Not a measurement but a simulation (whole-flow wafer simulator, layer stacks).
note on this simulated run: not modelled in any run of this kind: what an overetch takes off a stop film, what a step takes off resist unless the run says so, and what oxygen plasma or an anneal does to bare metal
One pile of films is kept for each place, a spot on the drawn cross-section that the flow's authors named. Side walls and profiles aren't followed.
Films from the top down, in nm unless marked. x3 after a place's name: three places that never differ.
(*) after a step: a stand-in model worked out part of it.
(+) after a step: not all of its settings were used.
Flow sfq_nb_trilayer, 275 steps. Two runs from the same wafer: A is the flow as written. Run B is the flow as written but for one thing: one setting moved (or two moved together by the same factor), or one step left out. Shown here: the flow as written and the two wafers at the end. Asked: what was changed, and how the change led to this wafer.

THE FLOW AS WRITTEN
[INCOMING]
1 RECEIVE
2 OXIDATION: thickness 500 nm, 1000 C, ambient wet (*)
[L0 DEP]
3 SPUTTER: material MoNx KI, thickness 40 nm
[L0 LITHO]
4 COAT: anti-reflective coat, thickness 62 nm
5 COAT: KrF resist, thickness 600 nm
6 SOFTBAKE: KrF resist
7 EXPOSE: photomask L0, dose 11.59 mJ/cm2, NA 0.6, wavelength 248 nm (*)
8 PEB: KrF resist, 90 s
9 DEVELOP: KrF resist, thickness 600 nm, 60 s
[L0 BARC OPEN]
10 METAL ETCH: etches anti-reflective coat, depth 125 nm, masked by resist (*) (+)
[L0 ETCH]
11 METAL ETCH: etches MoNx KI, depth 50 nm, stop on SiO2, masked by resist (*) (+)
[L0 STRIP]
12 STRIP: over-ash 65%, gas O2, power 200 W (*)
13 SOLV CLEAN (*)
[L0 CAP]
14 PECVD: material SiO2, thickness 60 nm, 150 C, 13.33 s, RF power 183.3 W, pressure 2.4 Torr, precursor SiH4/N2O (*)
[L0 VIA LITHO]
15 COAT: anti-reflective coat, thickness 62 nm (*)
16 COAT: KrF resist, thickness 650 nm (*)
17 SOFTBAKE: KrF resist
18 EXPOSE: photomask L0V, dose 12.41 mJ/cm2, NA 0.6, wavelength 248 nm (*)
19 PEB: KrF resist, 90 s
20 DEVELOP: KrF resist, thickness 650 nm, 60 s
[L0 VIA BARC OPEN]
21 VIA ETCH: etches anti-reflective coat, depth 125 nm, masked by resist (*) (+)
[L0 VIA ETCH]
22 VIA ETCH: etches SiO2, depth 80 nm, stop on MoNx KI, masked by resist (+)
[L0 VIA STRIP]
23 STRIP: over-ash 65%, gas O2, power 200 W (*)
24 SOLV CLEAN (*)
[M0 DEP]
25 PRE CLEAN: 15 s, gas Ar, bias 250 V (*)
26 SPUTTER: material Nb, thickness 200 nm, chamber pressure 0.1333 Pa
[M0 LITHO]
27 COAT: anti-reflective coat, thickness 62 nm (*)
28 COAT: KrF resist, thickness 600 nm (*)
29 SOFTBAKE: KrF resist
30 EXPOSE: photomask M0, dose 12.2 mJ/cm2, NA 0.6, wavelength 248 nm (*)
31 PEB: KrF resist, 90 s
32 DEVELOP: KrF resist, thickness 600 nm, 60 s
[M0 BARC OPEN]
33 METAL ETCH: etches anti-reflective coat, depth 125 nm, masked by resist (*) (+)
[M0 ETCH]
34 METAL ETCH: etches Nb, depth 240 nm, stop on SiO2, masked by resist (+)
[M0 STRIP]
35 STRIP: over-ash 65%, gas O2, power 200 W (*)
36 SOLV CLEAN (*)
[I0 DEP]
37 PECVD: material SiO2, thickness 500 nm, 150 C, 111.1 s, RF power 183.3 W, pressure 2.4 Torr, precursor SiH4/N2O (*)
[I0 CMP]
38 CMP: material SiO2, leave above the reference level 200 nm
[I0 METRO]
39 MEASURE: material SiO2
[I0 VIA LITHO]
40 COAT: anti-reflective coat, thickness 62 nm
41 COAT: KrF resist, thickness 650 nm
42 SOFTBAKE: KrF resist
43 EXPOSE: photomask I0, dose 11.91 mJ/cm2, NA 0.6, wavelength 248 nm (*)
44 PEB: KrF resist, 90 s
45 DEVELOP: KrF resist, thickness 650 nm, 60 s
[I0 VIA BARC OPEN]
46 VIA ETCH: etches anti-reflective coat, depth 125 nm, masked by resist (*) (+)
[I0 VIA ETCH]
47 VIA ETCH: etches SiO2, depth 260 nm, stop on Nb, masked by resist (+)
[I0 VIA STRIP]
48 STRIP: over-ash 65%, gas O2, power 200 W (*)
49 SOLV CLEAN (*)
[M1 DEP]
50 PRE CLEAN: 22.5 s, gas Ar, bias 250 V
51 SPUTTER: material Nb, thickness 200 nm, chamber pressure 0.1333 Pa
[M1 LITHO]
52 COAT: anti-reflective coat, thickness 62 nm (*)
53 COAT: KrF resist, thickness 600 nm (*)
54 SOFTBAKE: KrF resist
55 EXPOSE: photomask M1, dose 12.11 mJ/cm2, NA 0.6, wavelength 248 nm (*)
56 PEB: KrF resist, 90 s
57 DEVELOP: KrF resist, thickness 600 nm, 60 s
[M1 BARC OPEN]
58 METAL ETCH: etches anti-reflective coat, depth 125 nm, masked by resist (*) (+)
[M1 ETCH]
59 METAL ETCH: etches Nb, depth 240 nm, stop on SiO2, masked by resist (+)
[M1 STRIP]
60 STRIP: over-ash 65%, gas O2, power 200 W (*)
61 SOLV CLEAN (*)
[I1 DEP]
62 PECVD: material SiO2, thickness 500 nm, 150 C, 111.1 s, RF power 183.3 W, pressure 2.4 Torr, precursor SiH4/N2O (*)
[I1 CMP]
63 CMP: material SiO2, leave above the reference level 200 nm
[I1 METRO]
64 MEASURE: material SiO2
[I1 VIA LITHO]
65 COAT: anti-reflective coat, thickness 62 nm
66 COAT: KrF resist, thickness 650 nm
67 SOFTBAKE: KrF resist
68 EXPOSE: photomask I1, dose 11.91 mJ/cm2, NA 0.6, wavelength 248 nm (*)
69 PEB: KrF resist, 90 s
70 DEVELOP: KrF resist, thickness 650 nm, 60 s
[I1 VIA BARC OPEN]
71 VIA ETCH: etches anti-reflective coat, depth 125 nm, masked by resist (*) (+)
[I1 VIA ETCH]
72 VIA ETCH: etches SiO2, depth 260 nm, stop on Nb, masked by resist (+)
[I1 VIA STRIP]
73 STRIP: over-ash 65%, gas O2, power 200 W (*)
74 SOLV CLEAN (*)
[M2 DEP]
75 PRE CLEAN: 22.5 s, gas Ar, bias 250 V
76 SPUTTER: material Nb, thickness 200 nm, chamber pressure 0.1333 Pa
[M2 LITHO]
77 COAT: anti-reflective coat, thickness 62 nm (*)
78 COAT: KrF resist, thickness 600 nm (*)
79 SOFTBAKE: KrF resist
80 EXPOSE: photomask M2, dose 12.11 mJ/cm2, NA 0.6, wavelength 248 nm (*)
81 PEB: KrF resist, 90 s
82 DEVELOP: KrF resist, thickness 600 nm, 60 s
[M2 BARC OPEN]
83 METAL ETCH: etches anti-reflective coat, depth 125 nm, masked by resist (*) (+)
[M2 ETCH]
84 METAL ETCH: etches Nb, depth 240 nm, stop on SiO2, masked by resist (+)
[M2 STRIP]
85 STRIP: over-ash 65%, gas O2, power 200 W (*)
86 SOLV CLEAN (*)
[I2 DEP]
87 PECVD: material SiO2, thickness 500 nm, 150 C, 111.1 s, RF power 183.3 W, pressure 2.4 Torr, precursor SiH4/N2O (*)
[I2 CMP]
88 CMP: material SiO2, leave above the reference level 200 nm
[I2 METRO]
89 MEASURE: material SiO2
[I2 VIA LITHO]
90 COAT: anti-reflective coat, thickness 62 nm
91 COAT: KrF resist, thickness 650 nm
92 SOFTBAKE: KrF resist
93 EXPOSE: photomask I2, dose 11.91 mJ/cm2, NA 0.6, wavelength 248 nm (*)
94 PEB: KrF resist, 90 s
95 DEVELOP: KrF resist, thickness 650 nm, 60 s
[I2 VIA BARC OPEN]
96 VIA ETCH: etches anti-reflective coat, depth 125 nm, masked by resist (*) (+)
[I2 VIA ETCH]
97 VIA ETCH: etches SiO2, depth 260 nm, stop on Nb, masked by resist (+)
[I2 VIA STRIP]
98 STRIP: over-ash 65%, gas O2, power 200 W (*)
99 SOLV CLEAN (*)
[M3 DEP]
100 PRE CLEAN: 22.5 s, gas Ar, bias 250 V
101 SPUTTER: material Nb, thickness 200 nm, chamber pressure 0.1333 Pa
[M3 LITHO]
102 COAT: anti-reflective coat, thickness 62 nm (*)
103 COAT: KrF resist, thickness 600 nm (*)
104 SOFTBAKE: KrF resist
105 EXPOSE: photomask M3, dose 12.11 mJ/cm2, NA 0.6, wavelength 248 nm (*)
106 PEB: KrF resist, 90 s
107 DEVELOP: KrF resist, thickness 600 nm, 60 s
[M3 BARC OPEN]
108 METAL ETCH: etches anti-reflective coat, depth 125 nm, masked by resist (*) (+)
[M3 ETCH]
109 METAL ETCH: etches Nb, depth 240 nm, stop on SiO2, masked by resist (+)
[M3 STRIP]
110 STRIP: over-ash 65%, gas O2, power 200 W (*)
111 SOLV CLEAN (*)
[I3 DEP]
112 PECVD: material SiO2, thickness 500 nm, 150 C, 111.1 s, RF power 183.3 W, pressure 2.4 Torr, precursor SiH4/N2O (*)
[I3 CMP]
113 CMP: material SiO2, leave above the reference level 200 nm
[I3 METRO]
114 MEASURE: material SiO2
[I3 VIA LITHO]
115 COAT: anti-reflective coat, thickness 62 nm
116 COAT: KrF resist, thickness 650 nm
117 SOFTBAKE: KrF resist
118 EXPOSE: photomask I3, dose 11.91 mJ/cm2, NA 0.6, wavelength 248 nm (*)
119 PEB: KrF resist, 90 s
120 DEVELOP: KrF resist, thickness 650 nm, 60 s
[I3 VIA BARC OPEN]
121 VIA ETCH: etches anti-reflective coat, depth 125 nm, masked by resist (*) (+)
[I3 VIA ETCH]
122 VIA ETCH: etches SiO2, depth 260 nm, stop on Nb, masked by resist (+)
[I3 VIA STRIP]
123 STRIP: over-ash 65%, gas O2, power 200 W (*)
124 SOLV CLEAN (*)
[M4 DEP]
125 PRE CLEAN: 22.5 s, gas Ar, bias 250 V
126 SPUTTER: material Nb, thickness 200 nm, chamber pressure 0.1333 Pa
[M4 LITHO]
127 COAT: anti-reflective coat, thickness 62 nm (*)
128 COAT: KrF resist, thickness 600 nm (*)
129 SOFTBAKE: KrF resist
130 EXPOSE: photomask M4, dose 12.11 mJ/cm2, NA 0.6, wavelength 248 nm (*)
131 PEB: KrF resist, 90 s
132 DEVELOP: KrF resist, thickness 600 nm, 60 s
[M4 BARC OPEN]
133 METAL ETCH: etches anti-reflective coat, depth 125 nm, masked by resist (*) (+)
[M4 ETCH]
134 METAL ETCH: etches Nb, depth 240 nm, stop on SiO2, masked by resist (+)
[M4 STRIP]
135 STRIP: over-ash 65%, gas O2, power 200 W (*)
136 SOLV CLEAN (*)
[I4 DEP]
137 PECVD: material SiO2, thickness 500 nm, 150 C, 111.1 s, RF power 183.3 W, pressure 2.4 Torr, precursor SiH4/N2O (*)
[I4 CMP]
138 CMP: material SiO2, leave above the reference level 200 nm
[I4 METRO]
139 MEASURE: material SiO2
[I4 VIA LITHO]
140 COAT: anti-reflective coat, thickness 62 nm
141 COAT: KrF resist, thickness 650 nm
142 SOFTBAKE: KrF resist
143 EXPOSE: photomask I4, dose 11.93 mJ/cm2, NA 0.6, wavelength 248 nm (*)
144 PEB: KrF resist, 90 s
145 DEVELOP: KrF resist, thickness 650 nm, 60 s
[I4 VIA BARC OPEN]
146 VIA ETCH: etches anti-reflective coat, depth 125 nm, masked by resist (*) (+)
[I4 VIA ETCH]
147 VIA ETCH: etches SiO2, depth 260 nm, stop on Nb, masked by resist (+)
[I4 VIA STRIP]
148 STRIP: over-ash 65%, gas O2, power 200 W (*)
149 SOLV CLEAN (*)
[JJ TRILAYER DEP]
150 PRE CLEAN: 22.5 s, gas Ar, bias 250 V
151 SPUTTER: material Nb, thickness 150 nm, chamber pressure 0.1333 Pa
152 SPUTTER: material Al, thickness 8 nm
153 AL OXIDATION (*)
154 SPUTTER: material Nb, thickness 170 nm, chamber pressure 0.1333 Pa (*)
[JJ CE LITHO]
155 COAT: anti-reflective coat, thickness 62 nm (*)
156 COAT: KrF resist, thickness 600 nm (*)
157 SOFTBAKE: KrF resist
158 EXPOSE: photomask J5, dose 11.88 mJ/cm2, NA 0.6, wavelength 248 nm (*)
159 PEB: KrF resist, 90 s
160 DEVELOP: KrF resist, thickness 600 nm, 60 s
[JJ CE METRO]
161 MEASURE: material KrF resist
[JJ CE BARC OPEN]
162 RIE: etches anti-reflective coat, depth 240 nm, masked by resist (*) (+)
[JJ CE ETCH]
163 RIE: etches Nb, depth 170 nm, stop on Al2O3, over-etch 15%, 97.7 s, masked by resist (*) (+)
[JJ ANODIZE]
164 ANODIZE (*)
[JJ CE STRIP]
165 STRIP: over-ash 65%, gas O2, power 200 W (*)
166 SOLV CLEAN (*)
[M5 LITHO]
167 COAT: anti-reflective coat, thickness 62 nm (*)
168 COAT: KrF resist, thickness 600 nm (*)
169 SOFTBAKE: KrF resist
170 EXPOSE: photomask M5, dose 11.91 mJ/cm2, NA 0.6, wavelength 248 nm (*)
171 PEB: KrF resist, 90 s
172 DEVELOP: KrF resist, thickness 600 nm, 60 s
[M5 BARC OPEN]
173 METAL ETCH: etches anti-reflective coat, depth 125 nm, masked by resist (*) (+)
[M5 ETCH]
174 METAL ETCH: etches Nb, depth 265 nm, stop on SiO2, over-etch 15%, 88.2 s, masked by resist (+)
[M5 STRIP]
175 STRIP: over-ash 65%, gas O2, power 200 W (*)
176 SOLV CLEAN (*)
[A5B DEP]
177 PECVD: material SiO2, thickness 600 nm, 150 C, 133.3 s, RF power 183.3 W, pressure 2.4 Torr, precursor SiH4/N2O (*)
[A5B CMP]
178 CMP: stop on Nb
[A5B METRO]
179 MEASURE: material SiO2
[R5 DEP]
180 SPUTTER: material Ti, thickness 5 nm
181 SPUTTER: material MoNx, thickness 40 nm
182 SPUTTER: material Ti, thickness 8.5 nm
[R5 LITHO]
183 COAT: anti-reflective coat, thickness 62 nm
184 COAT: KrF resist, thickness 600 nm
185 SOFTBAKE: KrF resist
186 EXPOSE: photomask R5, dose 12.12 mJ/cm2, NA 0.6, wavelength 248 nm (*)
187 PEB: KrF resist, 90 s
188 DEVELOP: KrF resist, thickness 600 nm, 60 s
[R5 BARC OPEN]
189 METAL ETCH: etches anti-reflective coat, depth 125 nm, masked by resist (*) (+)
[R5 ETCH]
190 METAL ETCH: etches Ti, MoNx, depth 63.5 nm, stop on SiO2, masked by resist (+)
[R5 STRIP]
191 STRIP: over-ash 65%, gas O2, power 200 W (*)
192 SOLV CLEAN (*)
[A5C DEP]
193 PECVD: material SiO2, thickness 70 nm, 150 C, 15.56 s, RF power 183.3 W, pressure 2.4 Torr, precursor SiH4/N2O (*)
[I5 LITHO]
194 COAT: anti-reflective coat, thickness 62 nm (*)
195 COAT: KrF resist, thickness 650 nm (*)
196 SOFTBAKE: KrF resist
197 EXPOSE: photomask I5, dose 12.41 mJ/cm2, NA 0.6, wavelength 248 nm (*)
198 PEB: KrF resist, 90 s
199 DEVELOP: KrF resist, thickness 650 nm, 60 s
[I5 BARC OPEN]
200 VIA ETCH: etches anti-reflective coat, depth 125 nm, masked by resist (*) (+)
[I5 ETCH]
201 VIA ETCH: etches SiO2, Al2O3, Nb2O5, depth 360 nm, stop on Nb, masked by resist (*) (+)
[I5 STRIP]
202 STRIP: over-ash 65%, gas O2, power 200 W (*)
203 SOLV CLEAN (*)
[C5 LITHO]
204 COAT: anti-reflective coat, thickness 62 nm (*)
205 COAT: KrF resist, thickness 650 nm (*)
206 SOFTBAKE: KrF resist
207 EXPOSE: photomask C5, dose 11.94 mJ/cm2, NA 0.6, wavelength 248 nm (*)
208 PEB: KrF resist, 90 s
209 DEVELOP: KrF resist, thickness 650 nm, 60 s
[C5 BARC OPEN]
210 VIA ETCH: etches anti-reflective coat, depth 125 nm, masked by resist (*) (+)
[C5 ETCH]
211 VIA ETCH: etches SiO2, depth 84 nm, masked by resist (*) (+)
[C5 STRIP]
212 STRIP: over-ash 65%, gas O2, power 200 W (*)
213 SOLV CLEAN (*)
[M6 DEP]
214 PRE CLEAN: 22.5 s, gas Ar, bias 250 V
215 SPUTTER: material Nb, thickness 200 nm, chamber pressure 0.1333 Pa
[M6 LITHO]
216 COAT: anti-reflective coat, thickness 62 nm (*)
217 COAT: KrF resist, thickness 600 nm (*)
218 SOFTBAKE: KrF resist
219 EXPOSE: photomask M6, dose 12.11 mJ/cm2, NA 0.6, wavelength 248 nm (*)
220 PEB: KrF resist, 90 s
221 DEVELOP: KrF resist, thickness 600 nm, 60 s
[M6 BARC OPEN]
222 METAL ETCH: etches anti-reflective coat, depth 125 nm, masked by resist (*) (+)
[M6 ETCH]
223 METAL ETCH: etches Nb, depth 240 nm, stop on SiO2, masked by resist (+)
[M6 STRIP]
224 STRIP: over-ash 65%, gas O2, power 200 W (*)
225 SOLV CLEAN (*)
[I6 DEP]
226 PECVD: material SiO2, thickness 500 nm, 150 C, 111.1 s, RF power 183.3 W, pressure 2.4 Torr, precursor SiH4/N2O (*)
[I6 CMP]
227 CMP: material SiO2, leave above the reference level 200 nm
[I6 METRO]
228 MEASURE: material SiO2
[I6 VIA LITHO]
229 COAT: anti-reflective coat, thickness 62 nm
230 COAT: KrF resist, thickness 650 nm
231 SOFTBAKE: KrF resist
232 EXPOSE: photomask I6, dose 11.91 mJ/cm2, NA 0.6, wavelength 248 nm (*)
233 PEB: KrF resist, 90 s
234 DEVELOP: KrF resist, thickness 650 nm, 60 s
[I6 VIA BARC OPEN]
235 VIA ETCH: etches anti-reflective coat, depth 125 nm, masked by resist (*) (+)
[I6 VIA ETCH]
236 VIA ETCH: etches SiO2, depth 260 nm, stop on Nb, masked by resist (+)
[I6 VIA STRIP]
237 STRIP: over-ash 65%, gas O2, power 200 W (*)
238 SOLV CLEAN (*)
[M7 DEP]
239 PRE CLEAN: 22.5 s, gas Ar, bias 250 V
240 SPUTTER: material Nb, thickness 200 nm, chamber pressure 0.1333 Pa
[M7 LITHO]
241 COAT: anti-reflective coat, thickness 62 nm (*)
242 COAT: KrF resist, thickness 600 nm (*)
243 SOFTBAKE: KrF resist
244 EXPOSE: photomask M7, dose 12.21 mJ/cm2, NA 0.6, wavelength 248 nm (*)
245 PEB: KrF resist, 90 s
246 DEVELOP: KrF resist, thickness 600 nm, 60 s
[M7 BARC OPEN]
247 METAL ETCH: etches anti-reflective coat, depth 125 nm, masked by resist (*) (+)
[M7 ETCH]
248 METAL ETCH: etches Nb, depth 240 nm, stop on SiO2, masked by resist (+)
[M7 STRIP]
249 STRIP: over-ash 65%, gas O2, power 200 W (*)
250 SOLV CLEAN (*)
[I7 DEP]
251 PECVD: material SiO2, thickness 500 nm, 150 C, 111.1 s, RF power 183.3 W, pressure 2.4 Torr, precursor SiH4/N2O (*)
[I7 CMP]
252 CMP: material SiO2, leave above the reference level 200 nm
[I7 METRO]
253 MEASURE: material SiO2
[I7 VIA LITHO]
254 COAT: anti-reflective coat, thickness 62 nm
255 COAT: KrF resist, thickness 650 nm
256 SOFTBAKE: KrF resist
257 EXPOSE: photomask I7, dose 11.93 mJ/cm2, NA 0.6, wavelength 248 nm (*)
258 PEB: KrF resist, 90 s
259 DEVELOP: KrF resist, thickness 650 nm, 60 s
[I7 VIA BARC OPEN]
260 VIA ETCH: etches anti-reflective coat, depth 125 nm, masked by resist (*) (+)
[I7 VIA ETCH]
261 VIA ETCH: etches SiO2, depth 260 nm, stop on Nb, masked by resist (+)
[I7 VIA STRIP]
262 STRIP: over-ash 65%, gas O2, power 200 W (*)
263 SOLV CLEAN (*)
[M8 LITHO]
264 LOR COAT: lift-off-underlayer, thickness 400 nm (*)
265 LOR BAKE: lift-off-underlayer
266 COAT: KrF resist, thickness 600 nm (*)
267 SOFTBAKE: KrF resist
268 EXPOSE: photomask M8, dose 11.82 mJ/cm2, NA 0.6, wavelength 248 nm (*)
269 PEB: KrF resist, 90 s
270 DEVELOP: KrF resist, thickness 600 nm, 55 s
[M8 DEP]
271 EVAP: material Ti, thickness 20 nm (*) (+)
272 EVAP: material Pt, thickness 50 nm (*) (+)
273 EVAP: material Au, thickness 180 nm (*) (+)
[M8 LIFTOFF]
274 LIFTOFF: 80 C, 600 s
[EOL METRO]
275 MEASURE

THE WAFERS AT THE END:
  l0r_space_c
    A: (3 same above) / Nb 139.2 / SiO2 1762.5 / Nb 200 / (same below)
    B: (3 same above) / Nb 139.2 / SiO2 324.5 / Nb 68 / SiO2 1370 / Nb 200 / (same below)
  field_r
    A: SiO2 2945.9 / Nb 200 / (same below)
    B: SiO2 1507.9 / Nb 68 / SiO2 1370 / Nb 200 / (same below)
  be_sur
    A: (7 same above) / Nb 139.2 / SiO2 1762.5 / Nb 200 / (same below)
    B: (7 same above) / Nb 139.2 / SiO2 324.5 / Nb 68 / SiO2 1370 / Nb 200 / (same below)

The cause: step 134, METAL ETCH: depth 132 nm was run, where the flow has depth 240 nm.

How the change led to this, step by step:
  134 METAL ETCH: etches Nb, depth 240 nm, stop on SiO2, masked by resist (+)
      field_l, be, be_sur and 64 more: A Nb -200 (all of it) | B Nb -132
      v_sur, via_wl, via_w and 36 more: A KrF resist -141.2 | B KrF resist -77.6
  135 STRIP: over-ash 65%, gas O2, power 200 W (*)
      p4_fl, p4_fm, p4_w1 and 26 more: A KrF resist -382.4 (all of it), anti-reflective coat -62 (all of it) | B KrF resist -445.9 (all of it), anti-reflective coat -62 (all of it)
      lsp_m, ln_m6: A KrF resist -381.9 (all of it), anti-reflective coat -61.8 (all of it) | B KrF resist -445.5 (all of it), anti-reflective coat -61.8 (all of it)
      (and at 8 more places)
  137 PECVD: material SiO2, thickness 500 nm, 150 C, 111.1 s, RF power 183.3 W, pressure 2.4 Torr, precursor SiH4/N2O (*)
      field_l, be, be_sur and 55 more: A SiO2 +500 | B SiO2 +500 (new film)
      p3_s0, p3_s1, p3_s2, p3_s3, p3_s4, p3_s5: A SiO2 +557.1 | B SiO2 +500 (new film)
      (and at 3 more places)
  138 CMP: material SiO2, leave above the reference level 200 nm
      field_l, be, be_sur and 55 more: A SiO2 -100 | B SiO2 -168
      p3_s0, p3_s1, p3_s2, p3_s3, p3_s4, p3_s5: A SiO2 -157.1 | B SiO2 -168
      (and at 3 more places)
Counting metal films that touch as one body, l0r_space_c has 3 bodies (between them, from the top down: SiO2 324.5; SiO2 1370); the flow as written gives 2 bodies (between them, from the top down: SiO2 1762.5).
Counting metal films that touch as one body, field_r has 2 bodies (between them, from the top down: SiO2 1370); the flow as written gives 1 body.
Counting metal films that touch as one body, be_sur has 5 bodies (between them, from the top down: SiO2 192.5; SiO2 209 / Al2O3 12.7 / Nb2O5 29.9; SiO2 324.5; SiO2 1370); the flow as written gives 4 bodies (between them, from the top down: SiO2 192.5; SiO2 209 / Al2O3 12.7 / Nb2O5 29.9; SiO2 1762.5).
